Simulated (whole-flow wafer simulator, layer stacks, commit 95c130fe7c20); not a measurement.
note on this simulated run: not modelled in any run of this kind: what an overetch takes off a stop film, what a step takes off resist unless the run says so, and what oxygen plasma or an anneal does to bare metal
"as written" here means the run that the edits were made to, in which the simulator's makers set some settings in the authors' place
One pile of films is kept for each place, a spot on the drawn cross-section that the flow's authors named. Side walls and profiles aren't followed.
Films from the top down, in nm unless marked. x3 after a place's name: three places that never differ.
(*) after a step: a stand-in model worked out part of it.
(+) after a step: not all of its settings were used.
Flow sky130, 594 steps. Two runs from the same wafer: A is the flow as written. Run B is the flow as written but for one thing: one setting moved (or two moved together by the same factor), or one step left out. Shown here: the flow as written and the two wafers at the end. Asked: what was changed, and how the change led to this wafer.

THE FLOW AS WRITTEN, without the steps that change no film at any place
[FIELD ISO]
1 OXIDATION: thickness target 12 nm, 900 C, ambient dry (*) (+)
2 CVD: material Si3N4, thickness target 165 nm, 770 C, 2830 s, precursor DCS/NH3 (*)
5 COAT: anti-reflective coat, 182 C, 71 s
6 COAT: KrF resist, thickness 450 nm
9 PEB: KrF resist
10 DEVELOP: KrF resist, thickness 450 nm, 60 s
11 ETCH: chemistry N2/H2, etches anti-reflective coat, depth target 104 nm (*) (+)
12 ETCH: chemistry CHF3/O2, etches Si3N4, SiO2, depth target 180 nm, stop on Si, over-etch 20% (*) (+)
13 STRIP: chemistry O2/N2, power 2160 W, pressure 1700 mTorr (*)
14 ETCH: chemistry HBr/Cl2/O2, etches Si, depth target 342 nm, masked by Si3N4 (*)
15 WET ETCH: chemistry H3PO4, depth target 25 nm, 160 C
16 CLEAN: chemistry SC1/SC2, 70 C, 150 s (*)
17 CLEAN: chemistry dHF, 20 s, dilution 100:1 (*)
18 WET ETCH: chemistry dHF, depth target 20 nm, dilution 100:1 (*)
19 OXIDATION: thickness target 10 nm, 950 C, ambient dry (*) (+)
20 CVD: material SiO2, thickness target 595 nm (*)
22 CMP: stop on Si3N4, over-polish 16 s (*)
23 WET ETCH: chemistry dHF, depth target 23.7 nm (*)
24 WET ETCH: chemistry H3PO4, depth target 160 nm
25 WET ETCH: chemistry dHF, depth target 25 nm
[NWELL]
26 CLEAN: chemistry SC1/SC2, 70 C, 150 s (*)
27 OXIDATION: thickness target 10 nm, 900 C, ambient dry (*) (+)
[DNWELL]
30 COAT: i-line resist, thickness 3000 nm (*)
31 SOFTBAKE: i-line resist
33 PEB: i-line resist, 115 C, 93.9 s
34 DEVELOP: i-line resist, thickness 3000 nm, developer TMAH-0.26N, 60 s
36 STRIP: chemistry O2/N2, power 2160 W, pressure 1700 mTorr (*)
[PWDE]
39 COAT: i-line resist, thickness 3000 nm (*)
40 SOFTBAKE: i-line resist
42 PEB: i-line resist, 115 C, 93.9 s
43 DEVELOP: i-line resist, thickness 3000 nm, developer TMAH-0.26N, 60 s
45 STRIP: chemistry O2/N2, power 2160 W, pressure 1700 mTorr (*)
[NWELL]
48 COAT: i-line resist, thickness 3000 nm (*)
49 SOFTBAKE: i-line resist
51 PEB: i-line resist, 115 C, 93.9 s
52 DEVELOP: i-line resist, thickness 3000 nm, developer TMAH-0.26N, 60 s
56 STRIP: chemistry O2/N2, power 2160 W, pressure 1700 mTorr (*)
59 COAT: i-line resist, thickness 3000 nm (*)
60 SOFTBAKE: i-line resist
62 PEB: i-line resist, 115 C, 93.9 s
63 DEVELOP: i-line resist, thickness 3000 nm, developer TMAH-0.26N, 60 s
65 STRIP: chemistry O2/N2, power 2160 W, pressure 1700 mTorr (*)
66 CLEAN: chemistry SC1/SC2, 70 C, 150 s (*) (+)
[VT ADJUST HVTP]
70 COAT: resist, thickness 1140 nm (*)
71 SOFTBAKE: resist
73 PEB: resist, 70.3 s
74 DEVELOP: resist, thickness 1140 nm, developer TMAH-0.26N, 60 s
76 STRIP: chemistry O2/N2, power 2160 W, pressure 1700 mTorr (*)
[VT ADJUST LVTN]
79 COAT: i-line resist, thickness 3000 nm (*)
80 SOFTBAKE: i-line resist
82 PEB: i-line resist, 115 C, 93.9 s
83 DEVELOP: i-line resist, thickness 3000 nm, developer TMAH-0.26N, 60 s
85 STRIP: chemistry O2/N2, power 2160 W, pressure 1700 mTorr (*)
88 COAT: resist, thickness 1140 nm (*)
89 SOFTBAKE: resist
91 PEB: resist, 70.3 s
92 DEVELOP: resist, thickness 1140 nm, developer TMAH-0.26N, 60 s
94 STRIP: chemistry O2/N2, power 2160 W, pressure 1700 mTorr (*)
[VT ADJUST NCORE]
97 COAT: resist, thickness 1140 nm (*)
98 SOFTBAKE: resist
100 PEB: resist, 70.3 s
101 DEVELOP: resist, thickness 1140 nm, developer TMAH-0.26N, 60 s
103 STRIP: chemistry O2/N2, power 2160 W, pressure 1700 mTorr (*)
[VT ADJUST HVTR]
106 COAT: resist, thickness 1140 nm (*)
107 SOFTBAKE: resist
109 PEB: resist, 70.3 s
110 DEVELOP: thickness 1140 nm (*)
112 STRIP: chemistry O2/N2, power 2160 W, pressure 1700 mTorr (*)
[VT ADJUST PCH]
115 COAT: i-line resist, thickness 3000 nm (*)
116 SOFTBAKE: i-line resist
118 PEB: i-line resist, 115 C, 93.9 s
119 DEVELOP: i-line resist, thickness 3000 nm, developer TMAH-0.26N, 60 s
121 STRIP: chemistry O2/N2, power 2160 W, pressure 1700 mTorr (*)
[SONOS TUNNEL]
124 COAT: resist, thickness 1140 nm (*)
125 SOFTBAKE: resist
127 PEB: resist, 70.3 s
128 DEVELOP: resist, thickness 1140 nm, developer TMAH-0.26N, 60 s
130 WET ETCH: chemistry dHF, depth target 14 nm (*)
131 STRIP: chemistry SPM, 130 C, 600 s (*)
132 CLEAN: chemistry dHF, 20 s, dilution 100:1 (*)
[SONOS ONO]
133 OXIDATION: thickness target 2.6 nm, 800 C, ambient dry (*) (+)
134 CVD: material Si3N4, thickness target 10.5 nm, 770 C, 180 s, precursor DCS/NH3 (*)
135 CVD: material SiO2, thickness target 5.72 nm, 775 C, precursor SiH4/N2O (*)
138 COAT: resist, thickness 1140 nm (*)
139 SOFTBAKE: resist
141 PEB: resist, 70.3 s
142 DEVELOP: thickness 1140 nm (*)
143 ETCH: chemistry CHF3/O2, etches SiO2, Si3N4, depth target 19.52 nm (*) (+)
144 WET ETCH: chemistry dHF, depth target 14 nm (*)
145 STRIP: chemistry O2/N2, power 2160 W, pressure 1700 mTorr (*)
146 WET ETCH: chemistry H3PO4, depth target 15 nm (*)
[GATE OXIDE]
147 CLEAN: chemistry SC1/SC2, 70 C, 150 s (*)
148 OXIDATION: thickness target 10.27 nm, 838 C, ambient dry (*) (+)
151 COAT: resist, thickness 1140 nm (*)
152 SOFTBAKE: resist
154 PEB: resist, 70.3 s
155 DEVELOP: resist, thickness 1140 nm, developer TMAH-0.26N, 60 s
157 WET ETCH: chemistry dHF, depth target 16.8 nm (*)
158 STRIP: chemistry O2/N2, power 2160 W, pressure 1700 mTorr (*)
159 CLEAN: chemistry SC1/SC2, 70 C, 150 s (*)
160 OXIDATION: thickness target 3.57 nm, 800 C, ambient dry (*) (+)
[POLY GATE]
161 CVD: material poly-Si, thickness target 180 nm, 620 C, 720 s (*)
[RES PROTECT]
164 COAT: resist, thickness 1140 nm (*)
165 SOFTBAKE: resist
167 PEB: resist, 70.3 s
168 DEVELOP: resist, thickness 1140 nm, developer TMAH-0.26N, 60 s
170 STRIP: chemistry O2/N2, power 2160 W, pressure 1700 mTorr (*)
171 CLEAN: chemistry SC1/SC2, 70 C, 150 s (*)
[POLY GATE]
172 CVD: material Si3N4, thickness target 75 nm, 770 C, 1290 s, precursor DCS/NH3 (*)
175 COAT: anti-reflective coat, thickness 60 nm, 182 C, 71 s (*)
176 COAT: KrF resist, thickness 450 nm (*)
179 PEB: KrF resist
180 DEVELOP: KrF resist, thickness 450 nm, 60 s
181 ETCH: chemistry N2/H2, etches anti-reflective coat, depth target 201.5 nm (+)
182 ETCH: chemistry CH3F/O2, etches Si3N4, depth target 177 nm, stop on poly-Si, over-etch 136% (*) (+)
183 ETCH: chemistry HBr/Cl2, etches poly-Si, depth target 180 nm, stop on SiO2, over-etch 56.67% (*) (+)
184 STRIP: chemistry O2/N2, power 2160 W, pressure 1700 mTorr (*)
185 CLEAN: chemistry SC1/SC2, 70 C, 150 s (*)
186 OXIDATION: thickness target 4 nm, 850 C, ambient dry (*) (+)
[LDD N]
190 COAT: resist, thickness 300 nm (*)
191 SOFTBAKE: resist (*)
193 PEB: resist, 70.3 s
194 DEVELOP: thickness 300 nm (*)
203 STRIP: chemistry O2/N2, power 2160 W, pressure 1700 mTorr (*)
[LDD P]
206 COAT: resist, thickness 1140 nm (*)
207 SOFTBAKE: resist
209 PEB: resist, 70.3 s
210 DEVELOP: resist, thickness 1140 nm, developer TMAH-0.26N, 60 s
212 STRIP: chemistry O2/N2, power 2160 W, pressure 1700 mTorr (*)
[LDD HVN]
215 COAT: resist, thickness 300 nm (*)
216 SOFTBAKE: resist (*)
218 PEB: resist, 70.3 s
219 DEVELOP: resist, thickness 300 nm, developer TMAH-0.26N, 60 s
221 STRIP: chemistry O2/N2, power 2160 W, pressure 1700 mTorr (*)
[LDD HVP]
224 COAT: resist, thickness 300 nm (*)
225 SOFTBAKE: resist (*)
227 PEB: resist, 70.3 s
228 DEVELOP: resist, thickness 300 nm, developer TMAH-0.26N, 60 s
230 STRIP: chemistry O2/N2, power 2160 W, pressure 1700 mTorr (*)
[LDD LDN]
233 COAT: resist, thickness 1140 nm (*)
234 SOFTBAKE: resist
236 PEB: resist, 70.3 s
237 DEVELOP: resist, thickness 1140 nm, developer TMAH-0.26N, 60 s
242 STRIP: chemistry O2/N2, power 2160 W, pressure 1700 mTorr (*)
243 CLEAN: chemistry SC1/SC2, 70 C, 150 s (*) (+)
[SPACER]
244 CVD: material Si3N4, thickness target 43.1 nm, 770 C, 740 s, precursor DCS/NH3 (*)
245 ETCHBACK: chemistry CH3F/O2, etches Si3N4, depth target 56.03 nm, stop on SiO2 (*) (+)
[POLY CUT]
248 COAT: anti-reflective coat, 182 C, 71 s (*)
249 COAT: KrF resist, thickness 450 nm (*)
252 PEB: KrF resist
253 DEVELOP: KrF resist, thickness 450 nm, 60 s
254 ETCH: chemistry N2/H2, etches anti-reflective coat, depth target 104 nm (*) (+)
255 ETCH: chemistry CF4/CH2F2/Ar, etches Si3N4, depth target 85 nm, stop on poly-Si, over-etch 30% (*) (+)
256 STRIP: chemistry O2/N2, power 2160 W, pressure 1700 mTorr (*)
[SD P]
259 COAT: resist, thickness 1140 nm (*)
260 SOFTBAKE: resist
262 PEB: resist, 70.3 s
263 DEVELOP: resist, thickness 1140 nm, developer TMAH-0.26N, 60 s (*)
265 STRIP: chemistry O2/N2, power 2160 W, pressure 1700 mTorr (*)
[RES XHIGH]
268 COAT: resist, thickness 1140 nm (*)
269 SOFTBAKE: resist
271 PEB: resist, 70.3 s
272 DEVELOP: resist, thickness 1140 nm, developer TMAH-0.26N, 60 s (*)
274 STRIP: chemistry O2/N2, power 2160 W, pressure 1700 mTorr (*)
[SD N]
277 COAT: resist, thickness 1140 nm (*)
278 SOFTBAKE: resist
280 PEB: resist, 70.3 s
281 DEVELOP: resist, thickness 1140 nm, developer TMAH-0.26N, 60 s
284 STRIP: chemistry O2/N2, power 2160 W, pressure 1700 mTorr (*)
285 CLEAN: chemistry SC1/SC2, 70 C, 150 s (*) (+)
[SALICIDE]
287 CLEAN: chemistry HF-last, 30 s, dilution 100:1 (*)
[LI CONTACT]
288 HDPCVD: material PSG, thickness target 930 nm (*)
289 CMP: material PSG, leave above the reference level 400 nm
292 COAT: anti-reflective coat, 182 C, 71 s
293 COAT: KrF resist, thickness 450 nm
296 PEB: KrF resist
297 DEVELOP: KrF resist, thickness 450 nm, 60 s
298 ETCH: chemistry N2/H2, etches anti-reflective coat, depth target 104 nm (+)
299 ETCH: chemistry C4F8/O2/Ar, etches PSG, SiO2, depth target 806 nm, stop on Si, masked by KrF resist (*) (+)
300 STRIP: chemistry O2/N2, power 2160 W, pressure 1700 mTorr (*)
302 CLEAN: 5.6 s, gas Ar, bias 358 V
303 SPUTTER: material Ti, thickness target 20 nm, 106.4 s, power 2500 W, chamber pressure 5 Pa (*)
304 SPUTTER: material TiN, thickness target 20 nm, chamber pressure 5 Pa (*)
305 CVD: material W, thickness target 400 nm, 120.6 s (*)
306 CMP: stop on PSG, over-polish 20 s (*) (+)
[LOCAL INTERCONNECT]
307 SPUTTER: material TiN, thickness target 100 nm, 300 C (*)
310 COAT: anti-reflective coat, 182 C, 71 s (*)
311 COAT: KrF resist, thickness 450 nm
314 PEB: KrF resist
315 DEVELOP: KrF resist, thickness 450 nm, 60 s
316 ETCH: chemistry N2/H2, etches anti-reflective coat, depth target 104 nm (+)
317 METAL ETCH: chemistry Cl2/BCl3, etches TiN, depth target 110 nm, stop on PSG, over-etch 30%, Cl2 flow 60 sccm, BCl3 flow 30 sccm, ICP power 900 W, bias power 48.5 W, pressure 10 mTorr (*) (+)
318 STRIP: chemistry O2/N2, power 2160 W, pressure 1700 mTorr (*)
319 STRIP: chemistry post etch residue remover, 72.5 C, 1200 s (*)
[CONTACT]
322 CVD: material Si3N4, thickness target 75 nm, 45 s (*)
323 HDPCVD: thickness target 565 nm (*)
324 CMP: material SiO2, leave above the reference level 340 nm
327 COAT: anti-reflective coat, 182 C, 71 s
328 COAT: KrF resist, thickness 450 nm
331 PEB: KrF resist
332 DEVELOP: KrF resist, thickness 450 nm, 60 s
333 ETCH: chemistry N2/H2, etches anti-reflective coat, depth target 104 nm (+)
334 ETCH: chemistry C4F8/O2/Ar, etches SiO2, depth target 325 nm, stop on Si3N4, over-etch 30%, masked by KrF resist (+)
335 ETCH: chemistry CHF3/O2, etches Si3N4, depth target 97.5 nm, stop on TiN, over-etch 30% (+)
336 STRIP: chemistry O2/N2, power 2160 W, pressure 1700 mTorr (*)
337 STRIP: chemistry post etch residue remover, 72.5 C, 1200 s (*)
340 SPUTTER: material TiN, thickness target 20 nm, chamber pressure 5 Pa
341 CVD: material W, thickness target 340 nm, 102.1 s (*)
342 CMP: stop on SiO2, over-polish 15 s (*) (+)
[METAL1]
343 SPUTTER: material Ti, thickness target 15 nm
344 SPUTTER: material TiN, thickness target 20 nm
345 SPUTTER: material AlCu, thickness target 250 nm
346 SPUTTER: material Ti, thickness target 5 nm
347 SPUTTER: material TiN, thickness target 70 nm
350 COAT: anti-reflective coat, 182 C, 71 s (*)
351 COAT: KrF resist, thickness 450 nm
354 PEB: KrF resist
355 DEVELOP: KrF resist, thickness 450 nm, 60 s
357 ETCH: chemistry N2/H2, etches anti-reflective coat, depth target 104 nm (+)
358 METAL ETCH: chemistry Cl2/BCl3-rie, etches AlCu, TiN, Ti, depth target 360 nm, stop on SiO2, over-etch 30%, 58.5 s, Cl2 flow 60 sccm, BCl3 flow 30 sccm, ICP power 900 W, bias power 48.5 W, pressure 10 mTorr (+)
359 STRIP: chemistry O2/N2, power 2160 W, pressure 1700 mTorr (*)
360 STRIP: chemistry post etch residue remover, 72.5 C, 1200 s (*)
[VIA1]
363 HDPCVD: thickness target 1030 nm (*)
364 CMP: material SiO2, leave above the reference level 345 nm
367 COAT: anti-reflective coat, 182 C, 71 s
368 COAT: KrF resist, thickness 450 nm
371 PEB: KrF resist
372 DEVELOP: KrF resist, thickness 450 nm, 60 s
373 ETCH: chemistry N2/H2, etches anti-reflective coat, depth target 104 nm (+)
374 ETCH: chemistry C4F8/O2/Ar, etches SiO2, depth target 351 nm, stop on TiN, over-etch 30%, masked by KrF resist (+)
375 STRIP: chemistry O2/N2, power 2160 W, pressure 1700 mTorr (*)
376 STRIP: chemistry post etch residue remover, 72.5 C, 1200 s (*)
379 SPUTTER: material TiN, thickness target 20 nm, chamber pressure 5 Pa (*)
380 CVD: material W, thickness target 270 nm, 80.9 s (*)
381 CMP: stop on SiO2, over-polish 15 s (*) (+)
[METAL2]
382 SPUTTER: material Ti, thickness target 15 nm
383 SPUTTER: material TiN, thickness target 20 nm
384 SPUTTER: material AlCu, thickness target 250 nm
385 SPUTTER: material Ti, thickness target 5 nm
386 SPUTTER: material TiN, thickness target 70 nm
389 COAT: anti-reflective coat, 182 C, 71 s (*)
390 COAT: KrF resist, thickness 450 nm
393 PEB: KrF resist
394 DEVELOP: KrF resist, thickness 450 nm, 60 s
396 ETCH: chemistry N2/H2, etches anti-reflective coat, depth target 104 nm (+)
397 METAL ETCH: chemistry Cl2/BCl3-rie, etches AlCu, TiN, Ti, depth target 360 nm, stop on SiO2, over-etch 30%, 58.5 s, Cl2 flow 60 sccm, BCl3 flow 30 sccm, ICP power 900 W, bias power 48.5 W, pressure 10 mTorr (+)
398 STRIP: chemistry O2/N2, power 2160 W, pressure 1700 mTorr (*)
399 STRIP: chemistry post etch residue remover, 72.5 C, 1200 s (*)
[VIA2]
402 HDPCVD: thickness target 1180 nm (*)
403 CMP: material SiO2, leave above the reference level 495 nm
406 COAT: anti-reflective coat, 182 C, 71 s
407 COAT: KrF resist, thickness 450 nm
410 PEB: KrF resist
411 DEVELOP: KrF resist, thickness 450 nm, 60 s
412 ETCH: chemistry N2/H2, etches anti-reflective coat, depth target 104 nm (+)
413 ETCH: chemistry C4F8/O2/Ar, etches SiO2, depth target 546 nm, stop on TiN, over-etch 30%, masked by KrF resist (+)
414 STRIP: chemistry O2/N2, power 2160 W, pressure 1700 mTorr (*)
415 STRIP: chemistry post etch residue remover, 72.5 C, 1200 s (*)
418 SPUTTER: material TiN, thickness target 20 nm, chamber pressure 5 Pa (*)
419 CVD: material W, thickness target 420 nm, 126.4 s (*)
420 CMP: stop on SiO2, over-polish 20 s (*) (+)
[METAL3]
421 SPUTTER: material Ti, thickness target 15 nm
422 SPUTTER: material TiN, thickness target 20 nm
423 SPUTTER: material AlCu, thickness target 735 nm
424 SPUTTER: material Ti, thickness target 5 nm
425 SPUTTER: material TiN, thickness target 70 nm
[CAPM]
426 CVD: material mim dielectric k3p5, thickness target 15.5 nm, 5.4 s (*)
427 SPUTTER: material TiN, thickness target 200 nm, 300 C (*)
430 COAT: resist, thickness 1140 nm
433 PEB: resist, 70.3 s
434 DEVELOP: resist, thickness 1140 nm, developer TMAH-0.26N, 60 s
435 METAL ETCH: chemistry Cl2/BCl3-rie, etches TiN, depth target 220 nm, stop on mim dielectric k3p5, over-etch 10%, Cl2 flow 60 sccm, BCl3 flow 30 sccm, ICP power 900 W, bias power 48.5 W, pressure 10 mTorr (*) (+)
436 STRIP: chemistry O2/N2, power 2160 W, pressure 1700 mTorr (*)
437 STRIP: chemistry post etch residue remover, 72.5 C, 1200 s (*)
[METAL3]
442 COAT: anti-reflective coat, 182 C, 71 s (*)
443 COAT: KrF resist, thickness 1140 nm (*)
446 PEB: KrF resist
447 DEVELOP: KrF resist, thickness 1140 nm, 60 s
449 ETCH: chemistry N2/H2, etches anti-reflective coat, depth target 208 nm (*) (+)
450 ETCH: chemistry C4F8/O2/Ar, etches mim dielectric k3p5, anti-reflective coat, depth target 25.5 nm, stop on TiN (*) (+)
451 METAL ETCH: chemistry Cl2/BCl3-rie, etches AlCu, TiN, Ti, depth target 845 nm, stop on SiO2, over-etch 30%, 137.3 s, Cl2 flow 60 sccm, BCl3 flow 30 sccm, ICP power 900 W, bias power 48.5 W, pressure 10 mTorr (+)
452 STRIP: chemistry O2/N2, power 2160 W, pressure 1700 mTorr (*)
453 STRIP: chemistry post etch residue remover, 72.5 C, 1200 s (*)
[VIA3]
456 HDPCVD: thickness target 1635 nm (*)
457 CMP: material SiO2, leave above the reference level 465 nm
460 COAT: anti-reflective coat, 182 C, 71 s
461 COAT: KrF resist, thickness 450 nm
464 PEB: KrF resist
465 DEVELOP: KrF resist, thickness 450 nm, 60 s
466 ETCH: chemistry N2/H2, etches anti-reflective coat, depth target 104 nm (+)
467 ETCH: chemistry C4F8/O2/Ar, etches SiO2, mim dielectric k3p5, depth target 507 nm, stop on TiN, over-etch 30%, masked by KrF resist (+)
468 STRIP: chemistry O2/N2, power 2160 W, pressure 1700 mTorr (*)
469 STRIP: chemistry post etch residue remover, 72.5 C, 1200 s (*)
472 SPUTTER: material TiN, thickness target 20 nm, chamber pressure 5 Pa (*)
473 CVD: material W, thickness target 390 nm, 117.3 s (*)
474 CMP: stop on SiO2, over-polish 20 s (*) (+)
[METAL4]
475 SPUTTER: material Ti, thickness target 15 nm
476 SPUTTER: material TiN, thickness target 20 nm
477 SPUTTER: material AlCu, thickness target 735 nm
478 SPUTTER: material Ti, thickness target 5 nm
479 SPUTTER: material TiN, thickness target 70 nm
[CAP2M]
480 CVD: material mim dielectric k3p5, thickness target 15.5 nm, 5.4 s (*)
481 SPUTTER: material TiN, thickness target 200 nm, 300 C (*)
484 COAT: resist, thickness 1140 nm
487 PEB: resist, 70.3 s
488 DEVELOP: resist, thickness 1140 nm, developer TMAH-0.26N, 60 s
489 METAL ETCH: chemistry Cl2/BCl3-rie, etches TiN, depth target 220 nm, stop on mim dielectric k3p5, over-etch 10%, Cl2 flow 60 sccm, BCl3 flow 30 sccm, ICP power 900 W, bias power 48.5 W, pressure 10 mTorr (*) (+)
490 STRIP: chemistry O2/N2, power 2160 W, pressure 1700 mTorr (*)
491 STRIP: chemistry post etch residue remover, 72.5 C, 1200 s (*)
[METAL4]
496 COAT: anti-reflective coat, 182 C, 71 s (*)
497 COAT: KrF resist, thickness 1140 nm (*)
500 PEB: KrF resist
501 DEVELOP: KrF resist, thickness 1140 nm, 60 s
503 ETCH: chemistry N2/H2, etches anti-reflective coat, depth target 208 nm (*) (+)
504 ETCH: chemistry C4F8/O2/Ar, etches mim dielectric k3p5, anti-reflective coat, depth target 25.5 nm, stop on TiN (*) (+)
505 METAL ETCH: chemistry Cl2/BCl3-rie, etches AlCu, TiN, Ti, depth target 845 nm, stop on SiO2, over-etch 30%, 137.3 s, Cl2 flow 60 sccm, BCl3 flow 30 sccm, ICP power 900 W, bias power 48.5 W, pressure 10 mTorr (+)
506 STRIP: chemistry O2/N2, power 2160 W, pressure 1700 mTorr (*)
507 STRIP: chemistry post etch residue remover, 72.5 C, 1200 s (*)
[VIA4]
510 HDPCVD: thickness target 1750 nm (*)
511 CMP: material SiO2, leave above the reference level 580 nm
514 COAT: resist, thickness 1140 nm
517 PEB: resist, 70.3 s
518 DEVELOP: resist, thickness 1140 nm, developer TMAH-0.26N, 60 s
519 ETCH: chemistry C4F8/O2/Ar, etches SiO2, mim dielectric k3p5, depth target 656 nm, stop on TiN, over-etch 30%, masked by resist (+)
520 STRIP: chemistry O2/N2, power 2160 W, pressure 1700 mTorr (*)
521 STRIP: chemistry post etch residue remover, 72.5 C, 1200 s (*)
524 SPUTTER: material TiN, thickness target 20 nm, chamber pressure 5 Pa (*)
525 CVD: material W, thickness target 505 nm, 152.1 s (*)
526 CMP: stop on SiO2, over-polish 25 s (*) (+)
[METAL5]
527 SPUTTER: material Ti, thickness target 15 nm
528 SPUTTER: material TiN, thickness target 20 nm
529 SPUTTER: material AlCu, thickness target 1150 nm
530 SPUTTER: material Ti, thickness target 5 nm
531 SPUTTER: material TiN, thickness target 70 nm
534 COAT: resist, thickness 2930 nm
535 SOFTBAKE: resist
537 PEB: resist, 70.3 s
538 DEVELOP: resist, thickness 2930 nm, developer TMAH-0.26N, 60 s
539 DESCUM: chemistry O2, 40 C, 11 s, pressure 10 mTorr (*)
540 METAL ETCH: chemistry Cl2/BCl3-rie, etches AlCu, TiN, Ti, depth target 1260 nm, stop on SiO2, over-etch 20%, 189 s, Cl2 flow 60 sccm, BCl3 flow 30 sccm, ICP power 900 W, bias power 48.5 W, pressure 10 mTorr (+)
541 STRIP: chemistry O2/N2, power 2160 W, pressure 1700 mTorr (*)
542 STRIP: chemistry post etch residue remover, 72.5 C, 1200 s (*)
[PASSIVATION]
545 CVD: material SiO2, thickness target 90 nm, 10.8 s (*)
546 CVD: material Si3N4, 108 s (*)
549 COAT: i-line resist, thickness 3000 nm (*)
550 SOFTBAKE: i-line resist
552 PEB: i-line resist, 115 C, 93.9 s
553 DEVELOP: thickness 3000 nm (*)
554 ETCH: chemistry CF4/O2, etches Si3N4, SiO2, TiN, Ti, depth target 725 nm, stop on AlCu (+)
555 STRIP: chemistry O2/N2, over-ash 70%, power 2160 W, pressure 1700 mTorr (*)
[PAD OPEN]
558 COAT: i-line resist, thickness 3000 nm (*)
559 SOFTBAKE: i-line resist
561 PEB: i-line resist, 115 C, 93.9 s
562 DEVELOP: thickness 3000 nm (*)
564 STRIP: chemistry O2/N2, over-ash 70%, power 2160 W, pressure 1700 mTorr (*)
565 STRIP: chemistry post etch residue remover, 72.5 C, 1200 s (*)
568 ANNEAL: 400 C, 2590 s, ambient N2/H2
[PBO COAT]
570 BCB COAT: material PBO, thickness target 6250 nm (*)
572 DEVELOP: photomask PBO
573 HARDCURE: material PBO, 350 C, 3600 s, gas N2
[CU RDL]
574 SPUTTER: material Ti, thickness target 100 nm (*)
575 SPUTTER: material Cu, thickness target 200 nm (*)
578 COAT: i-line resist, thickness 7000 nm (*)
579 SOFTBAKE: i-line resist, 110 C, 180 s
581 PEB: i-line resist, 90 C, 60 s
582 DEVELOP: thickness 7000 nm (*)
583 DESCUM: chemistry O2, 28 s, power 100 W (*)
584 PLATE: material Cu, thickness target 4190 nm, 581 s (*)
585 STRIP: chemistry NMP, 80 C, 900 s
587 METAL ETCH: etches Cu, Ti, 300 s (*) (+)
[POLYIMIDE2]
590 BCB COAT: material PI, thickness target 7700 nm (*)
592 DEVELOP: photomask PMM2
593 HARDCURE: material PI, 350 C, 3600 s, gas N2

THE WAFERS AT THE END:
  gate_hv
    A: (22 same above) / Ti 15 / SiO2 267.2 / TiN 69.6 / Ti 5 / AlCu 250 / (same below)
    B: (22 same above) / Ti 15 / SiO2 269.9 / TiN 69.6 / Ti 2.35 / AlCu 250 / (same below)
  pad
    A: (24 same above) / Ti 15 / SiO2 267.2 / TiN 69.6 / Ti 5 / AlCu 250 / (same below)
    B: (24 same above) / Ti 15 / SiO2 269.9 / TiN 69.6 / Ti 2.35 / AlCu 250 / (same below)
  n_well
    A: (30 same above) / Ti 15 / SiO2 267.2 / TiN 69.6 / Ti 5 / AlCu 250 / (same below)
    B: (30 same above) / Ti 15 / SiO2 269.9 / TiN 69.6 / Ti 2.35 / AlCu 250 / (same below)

The cause: step 346, SPUTTER: thickness target 2.35 nm was run, where the flow has thickness target 5 nm.
It can be read off the wafer: gate_hv has Ti 2.35, and step 346 as written asks for 5 nm.

How the change led to this, step by step:
  346 SPUTTER: material Ti, thickness target 5 nm
      field, active, n_well and 188 more: A Ti +5 (new film) | B Ti +2.35 (new film)
  358 METAL ETCH: chemistry Cl2/BCl3-rie, etches AlCu, TiN, Ti, depth target 360 nm, stop on SiO2, over-etch 30%, 58.5 s, Cl2 flow 60 sccm, BCl3 flow 30 sccm, ICP power 900 W, bias power 48.5 W, pressure 10 mTorr (+)
      field, active, gate and 81 more: A TiN -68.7 (all of it), Ti -5 (all of it), AlCu -250 (all of it), TiN -20 (all of it), Ti -15 (all of it), SiO2 -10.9 | B TiN -68.7 (all of it), Ti -2.35 (all of it), AlCu -250 (all of it), TiN -20 (all of it), Ti -15 (all of it), SiO2 -11.2
